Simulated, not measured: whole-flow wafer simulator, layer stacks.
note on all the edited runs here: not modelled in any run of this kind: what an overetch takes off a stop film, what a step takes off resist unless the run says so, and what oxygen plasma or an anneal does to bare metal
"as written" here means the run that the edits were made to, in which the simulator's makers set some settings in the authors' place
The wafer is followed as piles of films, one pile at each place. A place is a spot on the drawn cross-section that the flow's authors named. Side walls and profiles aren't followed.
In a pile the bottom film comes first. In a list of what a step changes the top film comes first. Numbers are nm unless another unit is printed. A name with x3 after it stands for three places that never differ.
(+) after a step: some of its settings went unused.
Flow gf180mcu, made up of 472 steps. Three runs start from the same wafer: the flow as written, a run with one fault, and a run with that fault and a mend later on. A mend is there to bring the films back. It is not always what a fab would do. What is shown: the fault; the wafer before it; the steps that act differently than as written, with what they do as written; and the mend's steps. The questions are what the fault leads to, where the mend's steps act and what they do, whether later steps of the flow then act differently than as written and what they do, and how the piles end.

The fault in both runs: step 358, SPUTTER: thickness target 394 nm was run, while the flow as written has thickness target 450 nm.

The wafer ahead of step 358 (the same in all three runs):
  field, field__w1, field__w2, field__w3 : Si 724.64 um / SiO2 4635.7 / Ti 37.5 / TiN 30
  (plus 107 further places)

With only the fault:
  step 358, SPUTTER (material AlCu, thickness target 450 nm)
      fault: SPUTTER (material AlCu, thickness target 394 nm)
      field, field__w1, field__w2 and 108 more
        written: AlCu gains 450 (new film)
        fault: AlCu gains 394 (new film)
  Steps further on in the flow that do not act as written:
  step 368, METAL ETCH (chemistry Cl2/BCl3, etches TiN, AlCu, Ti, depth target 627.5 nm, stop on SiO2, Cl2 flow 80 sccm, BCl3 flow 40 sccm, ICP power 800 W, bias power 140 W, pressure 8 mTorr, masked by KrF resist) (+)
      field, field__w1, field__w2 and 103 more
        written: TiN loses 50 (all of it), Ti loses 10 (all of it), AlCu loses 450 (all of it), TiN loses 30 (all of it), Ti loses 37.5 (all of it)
        fault: TiN loses 50 (all of it), Ti loses 10 (all of it), AlCu loses 394 (all of it), TiN loses 30 (all of it), Ti loses 37.5 (all of it)
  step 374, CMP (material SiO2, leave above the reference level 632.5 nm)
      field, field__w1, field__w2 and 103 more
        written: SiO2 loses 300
        fault: SiO2 loses 356
  At field__w8, contact, m1, m1__w1, m1_nw, the piles at the end differ from the flow's by more than 2% or 0.5 nm, whichever is larger.
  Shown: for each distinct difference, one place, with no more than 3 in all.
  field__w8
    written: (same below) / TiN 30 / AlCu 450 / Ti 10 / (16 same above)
    fault: (same below) / TiN 30 / AlCu 394 / Ti 10 / (16 same above)
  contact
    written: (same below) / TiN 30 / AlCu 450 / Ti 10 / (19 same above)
    fault: (same below) / TiN 30 / AlCu 394 / Ti 10 / (19 same above)

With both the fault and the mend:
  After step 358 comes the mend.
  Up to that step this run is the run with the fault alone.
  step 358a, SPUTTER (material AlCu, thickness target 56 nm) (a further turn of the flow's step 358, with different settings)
      field, field__w1, field__w2 and 108 more
        AlCu gains 56
  Later steps of the flow that are run all act as written at every place that is followed.
  At every place that both follow, the piles at the end match the flow's.
